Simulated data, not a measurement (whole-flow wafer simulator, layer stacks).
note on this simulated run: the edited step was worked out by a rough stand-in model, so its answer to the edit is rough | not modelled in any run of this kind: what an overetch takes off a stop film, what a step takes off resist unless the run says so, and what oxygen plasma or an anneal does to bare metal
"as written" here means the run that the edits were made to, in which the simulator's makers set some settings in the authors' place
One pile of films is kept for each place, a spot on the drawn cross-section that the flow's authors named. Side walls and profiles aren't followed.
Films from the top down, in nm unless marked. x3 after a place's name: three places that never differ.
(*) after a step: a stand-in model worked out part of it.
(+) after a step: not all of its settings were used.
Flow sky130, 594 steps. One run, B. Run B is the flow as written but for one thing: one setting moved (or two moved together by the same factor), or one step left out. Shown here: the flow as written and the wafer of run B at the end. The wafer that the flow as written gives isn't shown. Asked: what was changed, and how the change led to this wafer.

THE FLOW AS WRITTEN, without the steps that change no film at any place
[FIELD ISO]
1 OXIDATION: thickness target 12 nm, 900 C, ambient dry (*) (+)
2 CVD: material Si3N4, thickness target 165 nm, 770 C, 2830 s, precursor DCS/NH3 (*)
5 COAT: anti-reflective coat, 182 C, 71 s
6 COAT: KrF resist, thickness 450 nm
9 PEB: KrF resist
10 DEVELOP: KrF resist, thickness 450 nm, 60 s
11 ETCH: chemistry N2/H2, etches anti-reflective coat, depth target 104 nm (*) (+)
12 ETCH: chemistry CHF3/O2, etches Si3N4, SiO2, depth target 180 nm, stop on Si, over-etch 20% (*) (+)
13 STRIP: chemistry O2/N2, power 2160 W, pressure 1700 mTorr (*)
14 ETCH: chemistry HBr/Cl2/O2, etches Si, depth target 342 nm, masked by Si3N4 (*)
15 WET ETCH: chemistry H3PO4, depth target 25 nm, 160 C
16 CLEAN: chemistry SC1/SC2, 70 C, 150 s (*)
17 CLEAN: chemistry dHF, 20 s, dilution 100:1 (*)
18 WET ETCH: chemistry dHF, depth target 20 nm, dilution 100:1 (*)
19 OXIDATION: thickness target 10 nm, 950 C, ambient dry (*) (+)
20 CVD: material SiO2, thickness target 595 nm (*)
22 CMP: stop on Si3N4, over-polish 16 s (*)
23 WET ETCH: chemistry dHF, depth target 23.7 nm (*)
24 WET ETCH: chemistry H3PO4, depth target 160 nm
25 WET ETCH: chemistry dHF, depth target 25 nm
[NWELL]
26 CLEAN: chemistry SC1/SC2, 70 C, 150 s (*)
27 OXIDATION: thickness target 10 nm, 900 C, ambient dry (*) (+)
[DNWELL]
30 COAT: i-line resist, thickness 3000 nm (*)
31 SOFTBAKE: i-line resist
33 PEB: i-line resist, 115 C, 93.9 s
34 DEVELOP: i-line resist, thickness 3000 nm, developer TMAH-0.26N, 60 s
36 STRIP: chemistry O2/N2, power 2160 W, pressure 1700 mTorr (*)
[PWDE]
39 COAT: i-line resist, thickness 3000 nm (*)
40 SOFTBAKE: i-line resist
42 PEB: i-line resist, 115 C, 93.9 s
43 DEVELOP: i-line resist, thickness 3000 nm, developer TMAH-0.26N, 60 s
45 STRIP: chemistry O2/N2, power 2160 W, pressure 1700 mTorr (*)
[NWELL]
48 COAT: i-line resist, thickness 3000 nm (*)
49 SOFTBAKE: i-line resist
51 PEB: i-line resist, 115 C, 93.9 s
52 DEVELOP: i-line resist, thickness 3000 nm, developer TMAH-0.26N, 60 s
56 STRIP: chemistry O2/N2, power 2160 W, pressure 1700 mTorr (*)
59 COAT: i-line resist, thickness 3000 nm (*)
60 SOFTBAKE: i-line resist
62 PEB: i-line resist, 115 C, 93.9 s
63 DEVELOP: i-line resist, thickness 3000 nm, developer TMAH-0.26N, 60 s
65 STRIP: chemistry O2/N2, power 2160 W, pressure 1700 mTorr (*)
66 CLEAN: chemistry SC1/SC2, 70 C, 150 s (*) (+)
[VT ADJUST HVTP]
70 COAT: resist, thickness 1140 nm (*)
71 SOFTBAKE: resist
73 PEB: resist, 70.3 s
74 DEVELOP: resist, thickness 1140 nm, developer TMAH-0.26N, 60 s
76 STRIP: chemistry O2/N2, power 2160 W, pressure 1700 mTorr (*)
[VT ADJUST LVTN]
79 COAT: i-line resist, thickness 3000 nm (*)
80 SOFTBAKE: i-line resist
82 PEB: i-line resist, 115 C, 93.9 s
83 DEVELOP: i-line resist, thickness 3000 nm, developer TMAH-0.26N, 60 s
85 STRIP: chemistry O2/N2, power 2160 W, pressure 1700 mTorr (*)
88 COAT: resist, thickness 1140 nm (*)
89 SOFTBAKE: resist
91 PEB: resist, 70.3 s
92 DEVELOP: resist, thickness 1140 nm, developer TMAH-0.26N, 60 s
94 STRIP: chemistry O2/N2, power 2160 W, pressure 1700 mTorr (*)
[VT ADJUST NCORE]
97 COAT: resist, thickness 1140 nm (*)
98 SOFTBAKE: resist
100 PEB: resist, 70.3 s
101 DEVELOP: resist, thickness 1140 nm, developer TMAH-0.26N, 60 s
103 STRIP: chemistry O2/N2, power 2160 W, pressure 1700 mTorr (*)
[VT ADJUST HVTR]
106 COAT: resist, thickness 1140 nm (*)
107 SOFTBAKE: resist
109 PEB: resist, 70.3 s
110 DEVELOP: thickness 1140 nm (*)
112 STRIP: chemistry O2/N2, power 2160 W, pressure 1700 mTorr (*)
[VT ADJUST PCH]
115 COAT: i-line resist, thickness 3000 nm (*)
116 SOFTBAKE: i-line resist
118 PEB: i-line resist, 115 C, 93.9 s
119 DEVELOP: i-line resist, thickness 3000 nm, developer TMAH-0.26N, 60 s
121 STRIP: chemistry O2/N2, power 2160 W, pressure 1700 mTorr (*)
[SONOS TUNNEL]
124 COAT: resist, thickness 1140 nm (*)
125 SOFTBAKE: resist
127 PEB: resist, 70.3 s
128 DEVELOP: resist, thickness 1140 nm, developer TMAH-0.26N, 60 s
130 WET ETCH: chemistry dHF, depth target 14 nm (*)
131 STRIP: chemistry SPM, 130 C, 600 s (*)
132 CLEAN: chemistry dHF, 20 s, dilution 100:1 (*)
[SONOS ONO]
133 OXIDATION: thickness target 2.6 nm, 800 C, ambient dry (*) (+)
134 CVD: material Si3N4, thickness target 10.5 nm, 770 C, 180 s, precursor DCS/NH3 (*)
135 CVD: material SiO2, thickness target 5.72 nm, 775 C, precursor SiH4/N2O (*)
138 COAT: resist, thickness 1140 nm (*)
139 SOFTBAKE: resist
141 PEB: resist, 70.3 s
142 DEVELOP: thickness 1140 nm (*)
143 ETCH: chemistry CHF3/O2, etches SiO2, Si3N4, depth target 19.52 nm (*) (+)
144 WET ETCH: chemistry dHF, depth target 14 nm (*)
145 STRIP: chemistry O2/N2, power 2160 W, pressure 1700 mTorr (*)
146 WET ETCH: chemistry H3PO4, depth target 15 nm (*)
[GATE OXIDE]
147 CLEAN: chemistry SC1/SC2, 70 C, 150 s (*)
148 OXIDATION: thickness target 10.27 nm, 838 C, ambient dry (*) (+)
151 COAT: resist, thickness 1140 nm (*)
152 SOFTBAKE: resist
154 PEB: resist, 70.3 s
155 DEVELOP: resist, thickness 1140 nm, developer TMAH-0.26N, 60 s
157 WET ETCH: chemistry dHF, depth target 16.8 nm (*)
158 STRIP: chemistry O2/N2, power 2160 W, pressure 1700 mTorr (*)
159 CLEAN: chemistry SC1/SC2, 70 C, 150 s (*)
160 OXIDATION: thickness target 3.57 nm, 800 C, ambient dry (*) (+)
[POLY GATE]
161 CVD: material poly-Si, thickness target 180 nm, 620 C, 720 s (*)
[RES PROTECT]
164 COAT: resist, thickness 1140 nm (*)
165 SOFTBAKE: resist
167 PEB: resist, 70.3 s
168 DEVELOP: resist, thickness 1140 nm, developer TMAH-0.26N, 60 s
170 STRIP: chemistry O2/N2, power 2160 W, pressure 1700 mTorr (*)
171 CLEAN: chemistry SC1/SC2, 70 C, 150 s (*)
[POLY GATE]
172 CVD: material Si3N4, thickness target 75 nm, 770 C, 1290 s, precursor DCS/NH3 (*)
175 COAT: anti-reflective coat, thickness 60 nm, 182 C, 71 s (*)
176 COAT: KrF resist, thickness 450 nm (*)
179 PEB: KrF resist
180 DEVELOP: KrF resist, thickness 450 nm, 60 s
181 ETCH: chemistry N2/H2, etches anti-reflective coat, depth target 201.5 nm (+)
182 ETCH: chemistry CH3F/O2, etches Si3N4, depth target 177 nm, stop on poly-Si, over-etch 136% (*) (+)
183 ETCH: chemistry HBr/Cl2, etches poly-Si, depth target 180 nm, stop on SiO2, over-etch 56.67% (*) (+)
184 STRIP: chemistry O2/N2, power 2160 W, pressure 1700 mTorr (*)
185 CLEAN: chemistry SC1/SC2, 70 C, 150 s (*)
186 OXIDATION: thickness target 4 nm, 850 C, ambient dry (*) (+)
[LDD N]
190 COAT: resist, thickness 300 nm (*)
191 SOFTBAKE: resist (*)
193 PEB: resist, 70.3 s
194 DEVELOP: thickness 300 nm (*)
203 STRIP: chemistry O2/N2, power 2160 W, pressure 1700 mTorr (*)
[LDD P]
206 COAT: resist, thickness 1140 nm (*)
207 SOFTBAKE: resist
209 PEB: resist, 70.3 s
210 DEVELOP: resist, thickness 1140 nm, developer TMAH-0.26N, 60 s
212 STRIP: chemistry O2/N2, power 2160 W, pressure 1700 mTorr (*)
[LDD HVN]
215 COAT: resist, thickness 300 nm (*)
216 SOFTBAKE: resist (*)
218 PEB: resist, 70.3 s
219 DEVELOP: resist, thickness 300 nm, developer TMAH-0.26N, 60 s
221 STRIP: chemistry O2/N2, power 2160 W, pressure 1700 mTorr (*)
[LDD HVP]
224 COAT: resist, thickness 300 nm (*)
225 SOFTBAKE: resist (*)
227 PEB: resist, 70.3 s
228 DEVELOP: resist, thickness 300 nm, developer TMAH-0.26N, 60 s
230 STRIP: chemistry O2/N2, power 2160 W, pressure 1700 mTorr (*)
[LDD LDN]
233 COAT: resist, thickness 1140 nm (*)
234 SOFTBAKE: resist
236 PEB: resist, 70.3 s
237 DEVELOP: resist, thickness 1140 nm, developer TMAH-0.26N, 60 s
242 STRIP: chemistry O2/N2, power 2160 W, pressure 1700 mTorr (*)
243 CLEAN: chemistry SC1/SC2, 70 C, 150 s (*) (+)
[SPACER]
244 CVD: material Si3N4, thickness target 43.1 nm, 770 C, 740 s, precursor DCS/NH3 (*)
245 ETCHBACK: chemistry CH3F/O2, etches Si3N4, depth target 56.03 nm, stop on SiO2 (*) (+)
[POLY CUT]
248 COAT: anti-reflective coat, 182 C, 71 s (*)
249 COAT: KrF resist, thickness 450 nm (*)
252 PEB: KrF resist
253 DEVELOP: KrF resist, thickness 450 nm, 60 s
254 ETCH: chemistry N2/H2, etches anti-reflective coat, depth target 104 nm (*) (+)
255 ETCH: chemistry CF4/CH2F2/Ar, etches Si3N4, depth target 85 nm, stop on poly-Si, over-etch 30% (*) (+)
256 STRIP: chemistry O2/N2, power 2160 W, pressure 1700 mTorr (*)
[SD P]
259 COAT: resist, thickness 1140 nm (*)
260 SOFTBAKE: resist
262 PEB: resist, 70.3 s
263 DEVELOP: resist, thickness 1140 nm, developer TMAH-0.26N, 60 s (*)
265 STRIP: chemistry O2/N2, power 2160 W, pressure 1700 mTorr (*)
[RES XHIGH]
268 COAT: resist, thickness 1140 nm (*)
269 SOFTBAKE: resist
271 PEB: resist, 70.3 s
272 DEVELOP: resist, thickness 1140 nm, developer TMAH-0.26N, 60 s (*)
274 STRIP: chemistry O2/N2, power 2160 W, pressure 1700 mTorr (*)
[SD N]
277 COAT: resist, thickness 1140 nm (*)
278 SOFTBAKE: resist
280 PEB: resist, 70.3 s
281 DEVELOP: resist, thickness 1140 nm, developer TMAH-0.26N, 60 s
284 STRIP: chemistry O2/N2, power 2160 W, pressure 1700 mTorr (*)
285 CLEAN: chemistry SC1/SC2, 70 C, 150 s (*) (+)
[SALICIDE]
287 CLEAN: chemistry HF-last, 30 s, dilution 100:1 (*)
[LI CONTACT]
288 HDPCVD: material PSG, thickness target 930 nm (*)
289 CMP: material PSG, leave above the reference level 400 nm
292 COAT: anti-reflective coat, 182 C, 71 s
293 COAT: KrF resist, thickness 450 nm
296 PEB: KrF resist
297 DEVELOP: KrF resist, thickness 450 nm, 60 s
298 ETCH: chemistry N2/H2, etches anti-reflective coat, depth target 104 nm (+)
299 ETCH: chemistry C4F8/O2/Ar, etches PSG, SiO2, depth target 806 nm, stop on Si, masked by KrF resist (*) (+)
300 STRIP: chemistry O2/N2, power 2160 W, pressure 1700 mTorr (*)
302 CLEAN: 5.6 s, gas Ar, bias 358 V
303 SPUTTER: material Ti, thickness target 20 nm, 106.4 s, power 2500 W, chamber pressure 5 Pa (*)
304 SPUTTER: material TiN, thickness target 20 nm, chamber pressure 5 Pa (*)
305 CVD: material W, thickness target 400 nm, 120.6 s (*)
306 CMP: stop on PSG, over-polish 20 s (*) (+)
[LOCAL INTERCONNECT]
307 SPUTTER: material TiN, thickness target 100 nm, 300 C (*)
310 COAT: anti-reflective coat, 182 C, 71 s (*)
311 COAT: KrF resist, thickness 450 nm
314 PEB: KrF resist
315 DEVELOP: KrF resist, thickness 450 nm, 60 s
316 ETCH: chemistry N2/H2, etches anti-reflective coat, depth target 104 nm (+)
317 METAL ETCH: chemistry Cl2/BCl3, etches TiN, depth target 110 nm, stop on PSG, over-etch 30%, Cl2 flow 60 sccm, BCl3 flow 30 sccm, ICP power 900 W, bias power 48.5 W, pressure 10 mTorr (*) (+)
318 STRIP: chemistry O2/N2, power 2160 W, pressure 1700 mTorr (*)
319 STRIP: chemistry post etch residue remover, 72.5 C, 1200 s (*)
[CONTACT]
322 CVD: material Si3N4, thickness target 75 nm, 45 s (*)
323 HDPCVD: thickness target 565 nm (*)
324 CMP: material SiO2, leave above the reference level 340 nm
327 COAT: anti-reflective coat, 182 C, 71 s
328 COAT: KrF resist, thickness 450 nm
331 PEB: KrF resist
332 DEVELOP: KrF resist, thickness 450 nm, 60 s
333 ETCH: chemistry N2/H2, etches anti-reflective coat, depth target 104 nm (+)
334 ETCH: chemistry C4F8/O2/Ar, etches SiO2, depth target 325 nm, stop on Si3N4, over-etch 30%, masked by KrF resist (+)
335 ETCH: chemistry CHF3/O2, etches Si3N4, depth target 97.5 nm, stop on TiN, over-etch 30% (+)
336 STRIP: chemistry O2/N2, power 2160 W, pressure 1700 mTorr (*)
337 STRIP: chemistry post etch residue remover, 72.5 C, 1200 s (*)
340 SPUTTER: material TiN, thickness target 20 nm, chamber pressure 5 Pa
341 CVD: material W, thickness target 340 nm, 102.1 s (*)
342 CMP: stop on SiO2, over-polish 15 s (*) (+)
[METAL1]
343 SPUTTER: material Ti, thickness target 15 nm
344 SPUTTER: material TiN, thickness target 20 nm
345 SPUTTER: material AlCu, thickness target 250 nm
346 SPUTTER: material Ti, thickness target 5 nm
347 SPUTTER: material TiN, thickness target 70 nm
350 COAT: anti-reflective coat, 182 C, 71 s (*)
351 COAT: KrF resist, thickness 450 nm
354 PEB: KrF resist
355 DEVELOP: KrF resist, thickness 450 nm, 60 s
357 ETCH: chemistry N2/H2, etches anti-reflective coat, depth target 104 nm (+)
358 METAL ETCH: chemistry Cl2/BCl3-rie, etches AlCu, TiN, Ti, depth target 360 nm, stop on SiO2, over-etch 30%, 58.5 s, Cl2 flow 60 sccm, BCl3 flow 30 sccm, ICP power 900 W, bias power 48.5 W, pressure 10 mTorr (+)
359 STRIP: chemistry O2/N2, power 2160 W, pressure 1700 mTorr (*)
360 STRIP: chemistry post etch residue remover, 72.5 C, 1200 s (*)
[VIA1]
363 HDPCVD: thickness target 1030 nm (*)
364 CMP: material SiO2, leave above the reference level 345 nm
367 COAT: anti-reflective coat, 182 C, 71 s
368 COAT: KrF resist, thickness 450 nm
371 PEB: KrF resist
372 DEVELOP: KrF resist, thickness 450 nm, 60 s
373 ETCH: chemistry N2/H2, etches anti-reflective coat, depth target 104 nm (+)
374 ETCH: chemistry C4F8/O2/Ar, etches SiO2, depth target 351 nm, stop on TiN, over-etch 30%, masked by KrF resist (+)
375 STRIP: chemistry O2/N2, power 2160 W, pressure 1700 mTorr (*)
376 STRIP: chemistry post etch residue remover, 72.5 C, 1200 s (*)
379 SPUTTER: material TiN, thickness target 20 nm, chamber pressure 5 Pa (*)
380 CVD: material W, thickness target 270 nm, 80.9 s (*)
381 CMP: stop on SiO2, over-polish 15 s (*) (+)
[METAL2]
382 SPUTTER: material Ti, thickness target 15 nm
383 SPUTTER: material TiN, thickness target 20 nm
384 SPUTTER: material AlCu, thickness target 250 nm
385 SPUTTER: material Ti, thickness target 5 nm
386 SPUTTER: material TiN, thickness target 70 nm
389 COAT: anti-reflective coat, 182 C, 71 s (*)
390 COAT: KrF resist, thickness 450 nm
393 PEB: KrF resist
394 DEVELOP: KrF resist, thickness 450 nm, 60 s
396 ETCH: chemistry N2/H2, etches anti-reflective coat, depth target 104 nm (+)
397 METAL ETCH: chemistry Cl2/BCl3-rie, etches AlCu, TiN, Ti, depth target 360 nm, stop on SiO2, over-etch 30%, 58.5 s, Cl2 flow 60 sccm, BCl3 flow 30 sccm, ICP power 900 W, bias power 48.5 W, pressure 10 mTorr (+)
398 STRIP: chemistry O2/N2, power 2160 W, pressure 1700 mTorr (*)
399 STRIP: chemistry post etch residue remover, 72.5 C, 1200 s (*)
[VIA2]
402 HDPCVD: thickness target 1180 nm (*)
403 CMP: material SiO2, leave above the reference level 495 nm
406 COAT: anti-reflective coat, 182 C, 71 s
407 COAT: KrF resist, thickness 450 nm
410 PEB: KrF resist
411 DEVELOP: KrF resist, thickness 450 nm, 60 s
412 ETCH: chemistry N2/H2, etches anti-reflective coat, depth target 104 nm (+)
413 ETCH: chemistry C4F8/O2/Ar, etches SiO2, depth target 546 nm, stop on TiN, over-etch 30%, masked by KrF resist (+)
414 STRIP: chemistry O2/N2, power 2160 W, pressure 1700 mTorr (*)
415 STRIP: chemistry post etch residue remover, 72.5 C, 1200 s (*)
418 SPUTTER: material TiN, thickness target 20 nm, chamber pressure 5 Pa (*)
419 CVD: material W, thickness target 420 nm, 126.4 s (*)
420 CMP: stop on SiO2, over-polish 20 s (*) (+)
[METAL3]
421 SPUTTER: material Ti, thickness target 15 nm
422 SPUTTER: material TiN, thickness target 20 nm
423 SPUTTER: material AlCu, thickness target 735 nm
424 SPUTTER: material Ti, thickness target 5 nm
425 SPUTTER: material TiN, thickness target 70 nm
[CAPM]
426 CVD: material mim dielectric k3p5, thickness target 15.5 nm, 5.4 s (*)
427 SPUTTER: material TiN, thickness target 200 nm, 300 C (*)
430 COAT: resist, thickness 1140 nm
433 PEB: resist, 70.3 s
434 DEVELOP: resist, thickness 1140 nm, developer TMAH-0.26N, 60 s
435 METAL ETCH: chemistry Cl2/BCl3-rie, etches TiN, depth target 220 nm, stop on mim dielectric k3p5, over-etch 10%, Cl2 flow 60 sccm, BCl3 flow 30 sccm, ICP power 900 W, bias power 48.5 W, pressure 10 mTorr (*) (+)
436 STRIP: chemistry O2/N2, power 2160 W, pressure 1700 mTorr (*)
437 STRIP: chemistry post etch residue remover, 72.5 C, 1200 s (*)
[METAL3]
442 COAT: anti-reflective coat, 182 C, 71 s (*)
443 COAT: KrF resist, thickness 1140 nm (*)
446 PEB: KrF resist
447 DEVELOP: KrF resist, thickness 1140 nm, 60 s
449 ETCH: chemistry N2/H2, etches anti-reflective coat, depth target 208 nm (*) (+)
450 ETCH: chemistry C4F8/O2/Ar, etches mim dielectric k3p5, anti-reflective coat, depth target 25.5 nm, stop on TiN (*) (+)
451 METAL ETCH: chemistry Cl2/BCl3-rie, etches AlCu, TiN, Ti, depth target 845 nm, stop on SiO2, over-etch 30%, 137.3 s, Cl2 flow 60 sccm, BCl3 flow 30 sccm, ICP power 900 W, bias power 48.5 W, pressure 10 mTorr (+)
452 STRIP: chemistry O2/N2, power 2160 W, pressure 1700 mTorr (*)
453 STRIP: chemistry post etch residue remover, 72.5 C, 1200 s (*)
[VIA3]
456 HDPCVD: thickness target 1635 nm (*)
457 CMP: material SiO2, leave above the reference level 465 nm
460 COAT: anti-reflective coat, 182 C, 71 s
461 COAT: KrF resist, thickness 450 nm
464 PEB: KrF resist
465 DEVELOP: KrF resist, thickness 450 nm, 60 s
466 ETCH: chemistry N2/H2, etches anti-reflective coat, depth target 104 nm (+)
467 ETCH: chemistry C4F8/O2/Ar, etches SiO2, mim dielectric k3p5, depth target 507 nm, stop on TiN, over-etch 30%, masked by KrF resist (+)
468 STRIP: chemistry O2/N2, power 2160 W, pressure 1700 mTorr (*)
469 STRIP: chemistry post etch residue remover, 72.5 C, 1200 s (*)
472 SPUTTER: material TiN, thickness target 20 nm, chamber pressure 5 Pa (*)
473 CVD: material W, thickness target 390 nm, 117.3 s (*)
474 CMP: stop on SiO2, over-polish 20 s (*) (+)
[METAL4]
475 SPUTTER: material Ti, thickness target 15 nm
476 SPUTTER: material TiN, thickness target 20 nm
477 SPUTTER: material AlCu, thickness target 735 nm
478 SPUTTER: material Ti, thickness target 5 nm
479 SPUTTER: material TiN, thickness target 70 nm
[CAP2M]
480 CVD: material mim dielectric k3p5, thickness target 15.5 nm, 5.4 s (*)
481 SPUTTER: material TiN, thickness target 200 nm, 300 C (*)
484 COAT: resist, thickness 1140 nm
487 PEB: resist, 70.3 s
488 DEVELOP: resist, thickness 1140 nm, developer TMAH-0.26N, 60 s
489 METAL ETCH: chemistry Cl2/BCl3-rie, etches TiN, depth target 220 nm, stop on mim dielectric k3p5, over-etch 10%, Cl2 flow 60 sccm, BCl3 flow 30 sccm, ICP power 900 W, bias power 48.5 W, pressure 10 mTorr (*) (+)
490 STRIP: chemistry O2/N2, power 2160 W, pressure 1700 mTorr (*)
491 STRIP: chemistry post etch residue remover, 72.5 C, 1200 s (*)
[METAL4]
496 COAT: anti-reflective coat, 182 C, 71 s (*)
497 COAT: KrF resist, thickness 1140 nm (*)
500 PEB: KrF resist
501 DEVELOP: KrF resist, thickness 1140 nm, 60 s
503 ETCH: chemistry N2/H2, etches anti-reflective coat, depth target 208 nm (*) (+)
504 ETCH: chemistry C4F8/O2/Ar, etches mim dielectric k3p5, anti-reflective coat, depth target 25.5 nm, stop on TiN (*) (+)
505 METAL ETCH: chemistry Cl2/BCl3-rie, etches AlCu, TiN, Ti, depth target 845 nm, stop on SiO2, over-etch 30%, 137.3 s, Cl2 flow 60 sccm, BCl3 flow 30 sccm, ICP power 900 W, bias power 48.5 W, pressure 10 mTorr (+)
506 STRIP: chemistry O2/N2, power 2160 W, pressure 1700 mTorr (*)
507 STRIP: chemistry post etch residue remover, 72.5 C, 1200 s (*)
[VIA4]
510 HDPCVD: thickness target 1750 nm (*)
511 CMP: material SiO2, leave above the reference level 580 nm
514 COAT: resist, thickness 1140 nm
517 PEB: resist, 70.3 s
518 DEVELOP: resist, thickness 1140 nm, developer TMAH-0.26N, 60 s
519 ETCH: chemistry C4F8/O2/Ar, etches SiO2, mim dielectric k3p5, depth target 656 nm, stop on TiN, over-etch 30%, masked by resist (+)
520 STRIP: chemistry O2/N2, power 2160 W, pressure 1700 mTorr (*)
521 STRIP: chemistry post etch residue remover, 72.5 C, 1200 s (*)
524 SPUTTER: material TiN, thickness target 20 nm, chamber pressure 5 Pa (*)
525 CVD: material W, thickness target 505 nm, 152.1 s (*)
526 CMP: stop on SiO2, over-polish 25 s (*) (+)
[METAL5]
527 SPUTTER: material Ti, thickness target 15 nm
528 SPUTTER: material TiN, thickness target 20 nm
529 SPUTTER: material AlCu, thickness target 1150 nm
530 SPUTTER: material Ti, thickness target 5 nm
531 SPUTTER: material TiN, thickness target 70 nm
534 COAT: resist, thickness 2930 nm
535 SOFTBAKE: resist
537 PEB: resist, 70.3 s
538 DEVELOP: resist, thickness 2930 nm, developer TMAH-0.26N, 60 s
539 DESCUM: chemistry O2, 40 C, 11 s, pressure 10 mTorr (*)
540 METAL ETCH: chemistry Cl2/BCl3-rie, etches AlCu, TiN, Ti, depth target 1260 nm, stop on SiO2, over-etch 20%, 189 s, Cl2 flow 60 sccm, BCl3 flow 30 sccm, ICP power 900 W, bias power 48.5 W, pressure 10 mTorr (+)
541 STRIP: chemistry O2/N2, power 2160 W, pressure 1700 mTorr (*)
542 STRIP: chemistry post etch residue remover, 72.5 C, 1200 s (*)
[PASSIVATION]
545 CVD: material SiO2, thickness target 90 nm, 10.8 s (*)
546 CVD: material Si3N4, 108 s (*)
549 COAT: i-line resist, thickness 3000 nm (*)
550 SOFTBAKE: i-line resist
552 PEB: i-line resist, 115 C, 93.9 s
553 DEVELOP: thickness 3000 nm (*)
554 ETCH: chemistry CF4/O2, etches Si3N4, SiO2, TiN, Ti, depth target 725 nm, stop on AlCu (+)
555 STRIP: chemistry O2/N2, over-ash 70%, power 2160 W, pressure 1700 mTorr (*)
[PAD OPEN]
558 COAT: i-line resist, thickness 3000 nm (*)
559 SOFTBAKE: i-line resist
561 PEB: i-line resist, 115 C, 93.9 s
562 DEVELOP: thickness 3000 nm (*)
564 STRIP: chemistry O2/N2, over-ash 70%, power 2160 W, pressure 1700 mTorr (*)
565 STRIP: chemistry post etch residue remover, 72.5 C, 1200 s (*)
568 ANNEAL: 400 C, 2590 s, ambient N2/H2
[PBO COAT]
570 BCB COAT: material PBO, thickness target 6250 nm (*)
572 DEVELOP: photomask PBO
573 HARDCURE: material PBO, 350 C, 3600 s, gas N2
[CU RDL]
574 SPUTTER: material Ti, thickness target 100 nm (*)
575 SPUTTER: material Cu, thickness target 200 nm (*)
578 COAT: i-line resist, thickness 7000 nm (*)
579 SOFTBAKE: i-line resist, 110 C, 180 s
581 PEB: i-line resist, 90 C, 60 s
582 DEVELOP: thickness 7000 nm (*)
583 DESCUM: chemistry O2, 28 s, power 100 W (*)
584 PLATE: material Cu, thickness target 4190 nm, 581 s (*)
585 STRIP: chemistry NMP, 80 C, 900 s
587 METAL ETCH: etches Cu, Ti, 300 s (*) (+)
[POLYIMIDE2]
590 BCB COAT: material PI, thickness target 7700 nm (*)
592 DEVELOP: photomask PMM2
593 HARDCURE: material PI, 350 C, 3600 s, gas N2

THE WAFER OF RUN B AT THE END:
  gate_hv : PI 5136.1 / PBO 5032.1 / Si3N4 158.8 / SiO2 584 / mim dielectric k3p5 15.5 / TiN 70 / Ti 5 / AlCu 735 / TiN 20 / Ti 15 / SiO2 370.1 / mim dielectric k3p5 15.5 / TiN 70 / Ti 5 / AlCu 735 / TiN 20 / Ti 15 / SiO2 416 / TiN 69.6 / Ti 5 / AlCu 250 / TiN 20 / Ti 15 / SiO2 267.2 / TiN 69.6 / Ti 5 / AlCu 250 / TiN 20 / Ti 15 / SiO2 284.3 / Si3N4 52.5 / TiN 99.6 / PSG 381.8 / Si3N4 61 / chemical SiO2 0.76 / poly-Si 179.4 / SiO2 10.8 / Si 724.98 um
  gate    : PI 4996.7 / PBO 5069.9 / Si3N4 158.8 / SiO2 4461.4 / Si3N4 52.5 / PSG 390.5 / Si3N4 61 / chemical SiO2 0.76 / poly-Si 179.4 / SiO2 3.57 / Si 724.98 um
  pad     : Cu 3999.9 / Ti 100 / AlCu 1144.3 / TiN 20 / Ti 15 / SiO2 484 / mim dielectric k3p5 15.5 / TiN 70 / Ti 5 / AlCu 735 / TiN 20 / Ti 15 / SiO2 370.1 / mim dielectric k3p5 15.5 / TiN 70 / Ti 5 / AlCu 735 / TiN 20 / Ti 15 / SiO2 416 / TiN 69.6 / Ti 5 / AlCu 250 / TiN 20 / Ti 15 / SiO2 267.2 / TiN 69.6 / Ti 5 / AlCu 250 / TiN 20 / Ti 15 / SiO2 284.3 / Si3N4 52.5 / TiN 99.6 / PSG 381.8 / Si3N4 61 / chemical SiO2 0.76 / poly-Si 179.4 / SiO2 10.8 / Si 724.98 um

The cause: step 322, CVD: thickness target 52.5 nm was run, where the flow has thickness target 75 nm; step 322, CVD: 31.5 s was run, where the flow has 45 s.
It can be read off the wafer: gate_hv has Si3N4 52.5, and step 322 as written asks for 75 nm.

How the change led to this, step by step:
  322 CVD: material Si3N4, thickness target 75 nm, 45 s (*)
      field, active, n_well and 188 more: Si3N4 +52.5 (new film) (as written it would be: Si3N4 +75 (new film))
  324 CMP: material SiO2, leave above the reference level 340 nm
      n_well, p_well, gate_hv and 93 more: SiO2 -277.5 (as written it would be: SiO2 -300)
      field, active, gate and 88 more: SiO2 -177.9 (as written it would be: SiO2 -200.4)
      (and at 4 more places)
  334 ETCH: chemistry C4F8/O2/Ar, etches SiO2, depth target 325 nm, stop on Si3N4, over-etch 30%, masked by KrF resist (+)
      poly_licon, ndiff_licon, ndiff_licon_cpp, rpo_hd_licon: SiO2 -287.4 (all of it) (as written it would be: SiO2 -264.9 (all of it))
  335 ETCH: chemistry CHF3/O2, etches Si3N4, depth target 97.5 nm, stop on TiN, over-etch 30% (+)
      field, active, n_well and 184 more: KrF resist -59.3 (as written it would be: KrF resist -84.8)
      poly_licon, ndiff_licon, ndiff_licon_cpp, rpo_hd_licon: Si3N4 -52.5 (all of it) (as written it would be: Si3N4 -75 (all of it))
  336 STRIP: chemistry O2/N2, power 2160 W, pressure 1700 mTorr (*)
      field, active, n_well and 184 more: KrF resist -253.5 (all of it), anti-reflective coat -80 (all of it) (as written it would be: KrF resist -228 (all of it), anti-reflective coat -80 (all of it))
